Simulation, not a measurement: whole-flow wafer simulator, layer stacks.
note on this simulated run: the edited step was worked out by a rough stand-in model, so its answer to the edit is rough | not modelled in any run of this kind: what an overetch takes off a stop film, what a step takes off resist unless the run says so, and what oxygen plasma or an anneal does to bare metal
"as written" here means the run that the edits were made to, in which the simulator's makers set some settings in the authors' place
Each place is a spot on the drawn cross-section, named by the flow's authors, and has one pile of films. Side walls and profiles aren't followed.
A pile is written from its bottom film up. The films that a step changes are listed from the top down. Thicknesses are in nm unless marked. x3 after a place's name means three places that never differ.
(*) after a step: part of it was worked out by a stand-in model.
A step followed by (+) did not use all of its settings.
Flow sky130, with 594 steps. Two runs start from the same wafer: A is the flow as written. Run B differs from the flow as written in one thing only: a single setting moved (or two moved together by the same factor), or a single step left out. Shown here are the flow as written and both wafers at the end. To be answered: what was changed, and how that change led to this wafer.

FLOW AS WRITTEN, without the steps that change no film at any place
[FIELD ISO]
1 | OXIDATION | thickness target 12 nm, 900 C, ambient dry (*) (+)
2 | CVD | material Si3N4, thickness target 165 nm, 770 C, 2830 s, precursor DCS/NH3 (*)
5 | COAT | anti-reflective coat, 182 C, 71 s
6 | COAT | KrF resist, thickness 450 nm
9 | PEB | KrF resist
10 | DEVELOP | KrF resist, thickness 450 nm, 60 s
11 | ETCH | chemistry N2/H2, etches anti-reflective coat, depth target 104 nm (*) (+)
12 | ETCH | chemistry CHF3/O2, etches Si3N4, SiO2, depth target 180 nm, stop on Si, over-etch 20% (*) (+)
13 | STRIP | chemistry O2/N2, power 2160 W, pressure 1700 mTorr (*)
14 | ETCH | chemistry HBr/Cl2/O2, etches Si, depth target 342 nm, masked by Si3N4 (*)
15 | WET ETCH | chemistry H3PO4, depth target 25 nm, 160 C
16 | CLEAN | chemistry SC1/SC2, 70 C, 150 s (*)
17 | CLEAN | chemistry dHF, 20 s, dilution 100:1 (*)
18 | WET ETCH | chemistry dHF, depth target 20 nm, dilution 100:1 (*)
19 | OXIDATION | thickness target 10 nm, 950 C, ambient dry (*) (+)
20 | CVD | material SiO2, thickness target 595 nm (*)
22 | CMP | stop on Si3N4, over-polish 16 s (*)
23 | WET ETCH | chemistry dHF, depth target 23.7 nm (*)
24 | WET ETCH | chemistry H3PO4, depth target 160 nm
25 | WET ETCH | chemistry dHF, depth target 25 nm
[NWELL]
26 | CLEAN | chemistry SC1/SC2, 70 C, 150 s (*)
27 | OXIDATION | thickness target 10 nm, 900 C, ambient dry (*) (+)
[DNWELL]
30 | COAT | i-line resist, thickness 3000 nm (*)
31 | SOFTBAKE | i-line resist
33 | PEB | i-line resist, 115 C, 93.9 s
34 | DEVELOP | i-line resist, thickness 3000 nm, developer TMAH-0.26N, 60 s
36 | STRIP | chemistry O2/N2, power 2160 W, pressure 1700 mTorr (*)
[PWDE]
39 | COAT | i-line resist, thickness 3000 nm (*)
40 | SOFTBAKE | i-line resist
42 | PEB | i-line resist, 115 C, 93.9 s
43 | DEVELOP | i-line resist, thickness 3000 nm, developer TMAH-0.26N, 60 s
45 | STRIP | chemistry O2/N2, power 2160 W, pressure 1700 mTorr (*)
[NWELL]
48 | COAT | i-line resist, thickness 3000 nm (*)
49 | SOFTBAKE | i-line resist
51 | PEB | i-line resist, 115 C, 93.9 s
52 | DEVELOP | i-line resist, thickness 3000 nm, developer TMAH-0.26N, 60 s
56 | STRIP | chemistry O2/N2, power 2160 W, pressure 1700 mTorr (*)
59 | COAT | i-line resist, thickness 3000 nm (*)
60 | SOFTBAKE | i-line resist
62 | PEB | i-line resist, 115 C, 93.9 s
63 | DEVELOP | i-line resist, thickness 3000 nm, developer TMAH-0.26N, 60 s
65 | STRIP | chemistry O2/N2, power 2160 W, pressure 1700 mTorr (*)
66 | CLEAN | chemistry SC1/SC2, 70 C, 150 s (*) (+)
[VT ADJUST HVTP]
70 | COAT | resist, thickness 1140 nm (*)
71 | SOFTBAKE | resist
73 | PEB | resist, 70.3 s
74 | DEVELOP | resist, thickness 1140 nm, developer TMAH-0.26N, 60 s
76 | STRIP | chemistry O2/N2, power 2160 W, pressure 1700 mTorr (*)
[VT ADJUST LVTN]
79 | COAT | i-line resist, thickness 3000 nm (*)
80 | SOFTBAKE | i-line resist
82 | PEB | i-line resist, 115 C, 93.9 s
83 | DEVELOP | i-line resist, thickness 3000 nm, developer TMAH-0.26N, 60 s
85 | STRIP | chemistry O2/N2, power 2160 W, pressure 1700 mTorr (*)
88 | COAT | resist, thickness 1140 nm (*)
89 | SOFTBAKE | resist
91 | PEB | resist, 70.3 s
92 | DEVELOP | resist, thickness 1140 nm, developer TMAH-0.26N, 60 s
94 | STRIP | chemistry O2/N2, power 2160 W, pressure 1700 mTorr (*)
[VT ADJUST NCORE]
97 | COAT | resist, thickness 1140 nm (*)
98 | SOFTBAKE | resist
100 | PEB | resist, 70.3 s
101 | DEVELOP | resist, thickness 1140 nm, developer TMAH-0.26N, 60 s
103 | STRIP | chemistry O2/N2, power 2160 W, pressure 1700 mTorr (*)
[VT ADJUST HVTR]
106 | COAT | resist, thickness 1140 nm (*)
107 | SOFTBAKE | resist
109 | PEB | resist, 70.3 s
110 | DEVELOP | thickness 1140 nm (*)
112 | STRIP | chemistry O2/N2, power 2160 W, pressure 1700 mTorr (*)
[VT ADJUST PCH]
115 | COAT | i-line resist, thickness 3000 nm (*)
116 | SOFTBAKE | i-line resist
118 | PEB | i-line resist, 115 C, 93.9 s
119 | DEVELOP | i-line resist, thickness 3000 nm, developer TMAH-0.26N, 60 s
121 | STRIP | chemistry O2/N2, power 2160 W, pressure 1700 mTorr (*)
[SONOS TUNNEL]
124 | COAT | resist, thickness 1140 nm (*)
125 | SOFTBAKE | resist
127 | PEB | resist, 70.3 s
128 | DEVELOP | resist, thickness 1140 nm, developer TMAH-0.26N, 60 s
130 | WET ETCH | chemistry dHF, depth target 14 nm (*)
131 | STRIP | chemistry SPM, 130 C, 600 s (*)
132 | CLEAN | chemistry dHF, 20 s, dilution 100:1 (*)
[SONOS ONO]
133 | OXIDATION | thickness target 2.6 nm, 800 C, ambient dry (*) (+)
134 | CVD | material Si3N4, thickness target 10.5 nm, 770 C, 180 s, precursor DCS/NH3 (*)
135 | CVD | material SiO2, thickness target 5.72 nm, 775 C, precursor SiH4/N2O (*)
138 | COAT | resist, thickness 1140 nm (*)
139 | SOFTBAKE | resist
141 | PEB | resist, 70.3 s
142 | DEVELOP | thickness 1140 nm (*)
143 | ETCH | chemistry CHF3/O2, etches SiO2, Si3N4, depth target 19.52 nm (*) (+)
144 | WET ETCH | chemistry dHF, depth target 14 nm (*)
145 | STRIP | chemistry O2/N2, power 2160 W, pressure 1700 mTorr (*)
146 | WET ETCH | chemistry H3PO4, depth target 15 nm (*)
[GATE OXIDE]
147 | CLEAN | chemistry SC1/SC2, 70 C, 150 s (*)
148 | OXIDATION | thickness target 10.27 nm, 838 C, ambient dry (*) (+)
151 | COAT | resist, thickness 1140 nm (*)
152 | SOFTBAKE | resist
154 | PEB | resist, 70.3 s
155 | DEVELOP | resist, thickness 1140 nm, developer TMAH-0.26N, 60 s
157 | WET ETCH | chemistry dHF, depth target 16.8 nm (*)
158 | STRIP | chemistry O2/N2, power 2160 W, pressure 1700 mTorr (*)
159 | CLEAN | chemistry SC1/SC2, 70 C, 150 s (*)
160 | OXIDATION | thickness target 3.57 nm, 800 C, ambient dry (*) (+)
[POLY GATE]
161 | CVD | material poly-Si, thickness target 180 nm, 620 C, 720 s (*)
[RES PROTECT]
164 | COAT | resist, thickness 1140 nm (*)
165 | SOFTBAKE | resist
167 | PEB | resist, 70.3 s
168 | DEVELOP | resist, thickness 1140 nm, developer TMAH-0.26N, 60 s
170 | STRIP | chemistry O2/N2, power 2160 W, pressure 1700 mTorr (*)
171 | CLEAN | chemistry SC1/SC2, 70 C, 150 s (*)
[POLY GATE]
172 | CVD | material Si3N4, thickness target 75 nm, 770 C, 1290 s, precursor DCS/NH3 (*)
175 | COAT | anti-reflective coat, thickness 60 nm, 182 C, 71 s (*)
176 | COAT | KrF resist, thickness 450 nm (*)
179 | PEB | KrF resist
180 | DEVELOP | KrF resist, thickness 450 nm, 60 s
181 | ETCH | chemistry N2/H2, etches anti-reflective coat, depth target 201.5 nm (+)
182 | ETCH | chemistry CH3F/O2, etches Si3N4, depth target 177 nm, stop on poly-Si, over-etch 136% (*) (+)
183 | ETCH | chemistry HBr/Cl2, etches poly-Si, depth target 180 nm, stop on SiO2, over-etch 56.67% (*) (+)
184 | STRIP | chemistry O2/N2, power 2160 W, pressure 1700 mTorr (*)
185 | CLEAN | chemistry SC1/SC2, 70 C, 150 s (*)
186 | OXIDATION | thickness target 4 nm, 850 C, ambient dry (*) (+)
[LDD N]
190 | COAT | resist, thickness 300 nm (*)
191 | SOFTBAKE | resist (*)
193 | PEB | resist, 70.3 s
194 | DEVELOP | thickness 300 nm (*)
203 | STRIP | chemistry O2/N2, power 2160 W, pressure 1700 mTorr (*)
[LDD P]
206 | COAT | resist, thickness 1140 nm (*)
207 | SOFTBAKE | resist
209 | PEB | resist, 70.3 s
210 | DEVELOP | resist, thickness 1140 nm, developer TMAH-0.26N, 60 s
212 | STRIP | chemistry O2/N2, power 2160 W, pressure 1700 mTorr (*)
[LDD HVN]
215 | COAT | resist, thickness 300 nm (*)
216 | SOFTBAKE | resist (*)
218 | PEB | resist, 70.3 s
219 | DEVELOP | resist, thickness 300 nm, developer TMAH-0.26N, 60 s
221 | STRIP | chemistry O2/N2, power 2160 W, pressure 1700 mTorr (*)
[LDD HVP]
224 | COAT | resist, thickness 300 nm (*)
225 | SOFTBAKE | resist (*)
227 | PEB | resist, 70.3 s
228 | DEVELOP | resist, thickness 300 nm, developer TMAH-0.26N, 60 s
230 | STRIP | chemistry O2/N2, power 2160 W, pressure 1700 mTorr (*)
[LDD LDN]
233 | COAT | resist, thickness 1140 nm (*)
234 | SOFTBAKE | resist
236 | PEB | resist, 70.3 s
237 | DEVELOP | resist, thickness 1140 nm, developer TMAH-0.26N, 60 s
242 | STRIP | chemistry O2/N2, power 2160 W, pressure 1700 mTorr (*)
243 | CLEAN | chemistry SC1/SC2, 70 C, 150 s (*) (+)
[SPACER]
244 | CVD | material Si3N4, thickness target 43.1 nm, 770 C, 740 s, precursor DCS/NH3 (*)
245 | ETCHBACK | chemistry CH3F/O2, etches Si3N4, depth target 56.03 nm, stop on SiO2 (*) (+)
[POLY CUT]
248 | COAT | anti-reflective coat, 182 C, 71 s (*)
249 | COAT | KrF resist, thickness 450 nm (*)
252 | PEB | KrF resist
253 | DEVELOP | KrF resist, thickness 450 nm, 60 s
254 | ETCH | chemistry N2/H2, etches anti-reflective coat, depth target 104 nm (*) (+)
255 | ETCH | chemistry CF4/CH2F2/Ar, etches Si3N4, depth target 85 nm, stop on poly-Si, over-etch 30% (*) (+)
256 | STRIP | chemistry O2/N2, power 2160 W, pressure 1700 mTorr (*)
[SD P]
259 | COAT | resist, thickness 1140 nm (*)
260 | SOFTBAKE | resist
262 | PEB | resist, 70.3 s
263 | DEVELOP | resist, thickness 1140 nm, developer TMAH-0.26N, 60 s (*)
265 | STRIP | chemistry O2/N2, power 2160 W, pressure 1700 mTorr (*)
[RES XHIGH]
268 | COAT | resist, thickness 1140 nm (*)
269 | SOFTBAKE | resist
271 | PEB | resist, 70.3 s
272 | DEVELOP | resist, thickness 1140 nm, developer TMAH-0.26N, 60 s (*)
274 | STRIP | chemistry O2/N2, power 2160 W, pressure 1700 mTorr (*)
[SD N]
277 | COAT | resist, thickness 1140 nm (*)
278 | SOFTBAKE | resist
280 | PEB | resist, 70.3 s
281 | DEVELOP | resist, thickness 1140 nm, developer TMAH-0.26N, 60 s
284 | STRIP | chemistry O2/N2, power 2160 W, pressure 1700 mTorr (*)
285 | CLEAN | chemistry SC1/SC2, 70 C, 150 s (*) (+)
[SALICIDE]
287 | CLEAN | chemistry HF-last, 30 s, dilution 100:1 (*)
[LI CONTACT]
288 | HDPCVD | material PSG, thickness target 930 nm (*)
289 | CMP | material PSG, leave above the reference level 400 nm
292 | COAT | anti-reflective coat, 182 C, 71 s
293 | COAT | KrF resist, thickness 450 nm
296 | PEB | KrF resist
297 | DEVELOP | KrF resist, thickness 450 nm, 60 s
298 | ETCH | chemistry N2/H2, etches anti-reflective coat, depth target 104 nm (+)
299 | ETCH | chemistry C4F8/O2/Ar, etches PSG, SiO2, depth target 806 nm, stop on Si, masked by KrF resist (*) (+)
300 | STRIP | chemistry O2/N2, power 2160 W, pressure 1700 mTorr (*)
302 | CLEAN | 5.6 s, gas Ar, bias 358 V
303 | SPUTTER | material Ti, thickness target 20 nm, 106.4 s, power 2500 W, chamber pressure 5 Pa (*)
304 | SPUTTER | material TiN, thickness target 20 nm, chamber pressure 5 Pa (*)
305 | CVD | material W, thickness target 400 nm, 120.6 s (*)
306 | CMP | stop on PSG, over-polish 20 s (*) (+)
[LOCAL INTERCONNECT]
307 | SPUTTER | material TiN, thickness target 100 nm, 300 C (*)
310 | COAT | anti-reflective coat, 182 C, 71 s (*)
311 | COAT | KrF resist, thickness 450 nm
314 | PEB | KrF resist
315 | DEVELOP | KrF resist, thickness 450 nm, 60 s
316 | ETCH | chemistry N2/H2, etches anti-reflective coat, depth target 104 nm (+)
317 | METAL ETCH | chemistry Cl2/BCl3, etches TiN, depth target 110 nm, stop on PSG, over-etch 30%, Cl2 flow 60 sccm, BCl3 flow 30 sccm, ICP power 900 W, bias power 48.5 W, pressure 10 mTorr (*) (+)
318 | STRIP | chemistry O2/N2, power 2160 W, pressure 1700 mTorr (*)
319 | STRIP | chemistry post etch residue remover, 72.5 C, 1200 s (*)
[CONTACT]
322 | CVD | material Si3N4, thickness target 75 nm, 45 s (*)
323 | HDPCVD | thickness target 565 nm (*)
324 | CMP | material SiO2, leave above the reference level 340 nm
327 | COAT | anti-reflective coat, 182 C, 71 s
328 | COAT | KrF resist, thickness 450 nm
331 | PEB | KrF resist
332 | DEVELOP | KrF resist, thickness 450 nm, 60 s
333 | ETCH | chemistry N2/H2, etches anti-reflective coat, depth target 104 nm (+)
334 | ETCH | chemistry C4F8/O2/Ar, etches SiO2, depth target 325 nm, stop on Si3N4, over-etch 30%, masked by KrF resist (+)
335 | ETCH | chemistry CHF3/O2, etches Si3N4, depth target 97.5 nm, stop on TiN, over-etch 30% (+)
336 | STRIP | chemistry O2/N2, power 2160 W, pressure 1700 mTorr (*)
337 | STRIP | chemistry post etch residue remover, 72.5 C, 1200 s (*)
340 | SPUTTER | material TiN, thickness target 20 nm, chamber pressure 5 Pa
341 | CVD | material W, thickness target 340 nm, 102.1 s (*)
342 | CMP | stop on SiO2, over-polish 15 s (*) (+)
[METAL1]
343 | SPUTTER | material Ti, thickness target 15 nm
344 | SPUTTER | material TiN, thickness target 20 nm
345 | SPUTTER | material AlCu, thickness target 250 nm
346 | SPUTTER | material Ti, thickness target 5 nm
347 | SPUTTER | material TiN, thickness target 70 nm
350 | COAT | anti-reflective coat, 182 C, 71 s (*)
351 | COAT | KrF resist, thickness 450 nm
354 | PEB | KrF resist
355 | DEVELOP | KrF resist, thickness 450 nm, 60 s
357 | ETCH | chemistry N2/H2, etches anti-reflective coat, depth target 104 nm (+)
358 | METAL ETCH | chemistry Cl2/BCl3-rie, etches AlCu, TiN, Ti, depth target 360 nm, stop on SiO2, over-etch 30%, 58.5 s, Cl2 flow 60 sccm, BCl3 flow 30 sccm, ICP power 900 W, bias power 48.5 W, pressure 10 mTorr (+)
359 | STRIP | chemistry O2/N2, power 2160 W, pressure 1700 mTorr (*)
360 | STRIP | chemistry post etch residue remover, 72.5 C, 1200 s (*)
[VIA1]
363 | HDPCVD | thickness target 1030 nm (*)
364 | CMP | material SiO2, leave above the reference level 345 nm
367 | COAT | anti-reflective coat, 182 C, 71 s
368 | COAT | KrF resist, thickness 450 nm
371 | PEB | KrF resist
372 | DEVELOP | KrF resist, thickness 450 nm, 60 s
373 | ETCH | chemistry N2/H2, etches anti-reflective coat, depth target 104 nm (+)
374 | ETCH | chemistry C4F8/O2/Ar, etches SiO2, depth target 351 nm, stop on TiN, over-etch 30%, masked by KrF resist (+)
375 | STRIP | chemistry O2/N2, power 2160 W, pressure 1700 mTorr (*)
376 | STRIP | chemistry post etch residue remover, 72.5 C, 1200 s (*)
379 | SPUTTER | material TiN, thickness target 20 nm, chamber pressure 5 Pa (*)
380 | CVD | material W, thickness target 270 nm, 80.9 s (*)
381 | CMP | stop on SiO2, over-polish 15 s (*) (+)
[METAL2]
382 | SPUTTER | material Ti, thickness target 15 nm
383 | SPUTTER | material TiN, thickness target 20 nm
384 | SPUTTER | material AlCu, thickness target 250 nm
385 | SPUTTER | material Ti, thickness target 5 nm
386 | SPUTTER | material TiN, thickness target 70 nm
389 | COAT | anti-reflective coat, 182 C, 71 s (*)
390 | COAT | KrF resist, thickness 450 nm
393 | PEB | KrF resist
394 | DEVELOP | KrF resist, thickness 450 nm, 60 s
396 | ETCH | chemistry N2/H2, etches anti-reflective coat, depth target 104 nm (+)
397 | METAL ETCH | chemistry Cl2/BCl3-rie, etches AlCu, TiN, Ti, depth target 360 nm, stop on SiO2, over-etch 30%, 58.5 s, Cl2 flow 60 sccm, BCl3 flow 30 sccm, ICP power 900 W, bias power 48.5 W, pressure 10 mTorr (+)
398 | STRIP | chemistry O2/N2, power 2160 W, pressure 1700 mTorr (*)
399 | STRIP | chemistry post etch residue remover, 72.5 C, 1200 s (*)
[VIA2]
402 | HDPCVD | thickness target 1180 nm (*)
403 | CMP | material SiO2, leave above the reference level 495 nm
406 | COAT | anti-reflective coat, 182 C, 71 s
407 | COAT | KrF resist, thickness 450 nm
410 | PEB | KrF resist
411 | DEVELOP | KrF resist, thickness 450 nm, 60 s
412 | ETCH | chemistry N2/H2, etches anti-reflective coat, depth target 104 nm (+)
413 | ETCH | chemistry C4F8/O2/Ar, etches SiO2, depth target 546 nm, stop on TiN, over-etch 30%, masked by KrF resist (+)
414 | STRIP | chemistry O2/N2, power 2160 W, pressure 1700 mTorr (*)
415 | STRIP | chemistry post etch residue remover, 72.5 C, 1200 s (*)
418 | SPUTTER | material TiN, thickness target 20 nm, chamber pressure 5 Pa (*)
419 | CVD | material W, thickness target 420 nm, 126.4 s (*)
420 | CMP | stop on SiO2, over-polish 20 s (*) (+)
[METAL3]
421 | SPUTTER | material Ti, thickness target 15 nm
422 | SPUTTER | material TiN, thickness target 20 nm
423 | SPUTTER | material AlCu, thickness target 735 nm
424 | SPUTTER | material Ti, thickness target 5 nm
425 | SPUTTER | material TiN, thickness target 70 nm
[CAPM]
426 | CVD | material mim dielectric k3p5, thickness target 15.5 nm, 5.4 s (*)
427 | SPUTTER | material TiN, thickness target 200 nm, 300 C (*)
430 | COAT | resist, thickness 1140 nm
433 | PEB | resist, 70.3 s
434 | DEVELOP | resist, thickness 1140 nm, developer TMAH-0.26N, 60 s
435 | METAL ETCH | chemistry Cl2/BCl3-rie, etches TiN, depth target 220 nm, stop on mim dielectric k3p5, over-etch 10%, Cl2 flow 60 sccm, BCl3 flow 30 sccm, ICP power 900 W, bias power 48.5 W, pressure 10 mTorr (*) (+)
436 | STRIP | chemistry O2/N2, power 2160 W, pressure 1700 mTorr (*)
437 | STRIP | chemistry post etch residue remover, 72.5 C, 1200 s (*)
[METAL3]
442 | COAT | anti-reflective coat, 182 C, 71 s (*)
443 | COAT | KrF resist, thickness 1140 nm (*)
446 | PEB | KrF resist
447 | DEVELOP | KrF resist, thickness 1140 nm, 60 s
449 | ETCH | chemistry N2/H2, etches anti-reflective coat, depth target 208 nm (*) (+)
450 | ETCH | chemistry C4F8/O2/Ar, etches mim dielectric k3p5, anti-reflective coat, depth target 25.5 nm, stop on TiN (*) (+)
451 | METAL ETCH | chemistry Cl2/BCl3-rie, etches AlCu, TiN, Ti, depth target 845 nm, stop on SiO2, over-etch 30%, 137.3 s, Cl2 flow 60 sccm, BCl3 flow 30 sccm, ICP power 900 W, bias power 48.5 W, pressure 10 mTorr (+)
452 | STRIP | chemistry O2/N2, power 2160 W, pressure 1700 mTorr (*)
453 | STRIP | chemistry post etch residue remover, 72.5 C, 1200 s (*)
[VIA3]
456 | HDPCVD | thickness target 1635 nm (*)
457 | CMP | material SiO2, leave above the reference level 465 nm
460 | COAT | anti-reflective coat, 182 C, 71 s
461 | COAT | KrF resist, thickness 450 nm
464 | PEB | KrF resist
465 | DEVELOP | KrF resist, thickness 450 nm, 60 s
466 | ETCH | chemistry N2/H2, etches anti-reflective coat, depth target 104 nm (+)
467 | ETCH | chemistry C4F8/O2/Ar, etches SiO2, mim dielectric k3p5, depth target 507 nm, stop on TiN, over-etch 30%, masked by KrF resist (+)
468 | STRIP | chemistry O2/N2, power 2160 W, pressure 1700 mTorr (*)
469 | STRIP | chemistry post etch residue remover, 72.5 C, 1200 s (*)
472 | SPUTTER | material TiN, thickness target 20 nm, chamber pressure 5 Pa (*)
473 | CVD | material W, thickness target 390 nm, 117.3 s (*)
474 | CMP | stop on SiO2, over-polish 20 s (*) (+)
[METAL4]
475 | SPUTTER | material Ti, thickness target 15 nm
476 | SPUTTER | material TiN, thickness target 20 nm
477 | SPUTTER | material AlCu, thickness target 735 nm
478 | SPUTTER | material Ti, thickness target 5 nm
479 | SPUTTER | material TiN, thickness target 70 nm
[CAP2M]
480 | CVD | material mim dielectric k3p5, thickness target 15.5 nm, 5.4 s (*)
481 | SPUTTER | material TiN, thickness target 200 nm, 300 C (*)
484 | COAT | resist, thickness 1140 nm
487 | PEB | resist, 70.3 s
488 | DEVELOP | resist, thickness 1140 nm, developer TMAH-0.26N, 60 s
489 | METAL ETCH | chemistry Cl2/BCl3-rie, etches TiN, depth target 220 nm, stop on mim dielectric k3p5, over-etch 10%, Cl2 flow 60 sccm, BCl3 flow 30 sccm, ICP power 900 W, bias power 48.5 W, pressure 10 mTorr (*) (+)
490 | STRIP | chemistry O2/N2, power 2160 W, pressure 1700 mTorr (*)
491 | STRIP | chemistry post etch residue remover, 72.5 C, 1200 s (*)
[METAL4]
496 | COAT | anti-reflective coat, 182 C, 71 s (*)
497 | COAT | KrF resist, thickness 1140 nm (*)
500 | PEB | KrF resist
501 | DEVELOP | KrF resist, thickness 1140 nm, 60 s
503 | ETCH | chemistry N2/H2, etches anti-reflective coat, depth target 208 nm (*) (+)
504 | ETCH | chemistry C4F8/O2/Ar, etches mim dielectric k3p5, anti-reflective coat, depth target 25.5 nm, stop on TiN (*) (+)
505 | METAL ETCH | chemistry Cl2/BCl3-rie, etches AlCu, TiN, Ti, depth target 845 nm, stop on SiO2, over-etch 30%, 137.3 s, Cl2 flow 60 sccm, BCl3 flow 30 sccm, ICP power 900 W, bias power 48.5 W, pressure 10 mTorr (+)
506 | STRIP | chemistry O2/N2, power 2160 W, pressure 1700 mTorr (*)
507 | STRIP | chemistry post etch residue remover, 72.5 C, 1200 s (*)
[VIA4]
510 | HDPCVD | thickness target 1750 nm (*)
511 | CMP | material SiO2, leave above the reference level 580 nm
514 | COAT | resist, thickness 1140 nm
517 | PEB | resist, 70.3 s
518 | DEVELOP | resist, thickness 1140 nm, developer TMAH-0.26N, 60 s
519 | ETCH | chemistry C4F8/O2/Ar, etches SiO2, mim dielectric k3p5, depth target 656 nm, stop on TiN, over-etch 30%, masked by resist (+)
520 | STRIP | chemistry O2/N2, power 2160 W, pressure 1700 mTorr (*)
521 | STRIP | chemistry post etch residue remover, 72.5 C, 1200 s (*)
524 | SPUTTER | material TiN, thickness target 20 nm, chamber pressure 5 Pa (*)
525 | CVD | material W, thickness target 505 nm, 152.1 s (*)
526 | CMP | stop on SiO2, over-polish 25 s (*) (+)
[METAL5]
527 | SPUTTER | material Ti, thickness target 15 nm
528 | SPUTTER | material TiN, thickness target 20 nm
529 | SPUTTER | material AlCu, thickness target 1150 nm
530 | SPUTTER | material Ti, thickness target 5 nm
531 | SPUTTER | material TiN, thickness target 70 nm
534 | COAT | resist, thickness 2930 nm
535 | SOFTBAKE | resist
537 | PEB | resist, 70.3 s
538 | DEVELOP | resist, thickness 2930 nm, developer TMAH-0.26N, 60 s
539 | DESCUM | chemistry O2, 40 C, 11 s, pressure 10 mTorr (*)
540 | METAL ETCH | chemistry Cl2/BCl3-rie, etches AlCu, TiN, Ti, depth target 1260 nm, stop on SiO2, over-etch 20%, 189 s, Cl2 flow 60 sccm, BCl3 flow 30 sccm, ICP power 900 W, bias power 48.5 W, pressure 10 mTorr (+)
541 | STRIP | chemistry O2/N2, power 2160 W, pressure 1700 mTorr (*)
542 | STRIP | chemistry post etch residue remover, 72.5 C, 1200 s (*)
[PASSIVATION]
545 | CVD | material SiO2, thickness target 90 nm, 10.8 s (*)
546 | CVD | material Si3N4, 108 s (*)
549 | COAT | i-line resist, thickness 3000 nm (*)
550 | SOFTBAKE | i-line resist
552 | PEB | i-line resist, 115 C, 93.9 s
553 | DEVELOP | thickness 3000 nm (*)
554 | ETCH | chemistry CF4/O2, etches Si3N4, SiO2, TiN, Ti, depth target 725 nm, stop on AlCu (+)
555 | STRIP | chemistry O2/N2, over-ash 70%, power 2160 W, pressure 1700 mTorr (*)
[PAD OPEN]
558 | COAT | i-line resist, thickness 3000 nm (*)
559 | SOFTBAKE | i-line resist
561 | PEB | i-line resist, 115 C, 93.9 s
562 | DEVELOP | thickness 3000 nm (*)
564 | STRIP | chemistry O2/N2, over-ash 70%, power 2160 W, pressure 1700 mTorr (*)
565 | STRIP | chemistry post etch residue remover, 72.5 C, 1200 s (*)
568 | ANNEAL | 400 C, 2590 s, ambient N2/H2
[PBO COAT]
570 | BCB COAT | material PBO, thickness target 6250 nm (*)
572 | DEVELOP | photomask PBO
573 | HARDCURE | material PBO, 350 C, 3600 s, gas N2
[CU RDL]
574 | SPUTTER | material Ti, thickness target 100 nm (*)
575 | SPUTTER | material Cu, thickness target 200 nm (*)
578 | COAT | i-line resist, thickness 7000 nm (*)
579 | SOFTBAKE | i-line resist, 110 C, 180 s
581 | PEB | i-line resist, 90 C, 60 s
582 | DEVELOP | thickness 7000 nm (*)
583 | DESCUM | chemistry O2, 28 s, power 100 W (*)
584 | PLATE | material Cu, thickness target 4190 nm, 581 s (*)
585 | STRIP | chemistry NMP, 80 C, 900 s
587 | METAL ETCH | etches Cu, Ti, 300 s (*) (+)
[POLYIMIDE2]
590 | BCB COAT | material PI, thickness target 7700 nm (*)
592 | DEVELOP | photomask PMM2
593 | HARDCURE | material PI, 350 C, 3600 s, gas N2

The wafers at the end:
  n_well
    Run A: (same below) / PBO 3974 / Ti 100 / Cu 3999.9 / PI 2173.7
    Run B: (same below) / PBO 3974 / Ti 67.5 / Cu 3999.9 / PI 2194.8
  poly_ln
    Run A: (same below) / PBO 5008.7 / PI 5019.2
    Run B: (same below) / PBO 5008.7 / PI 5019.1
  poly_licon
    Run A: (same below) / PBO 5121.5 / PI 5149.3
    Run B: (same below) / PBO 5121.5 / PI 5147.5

The reason: step 574, SPUTTER: thickness target 67.5 nm was run, though the flow has thickness target 100 nm.
The wafer lets one read it off: n_well has Ti 67.5, and step 574 as written asks for 100 nm.

How this came from the change, step by step:
  574 | SPUTTER | material Ti, thickness target 100 nm (*)
      field, active, n_well and 190 more: A Ti gains 100 (new film) | B Ti gains 67.5 (new film)
  587 | METAL ETCH | etches Cu, Ti, 300 s (*) (+)
      field, active, gate and 167 more: A Cu loses 200 (all of it), Ti loses 100 (all of it) | B Cu loses 200 (all of it), Ti loses 67.5 (all of it)
  590 | BCB COAT | material PI, thickness target 7700 nm (*)
      de16_gate_nw: A PI gains 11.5 um (new film) | B PI gains 11.47 um (new film)
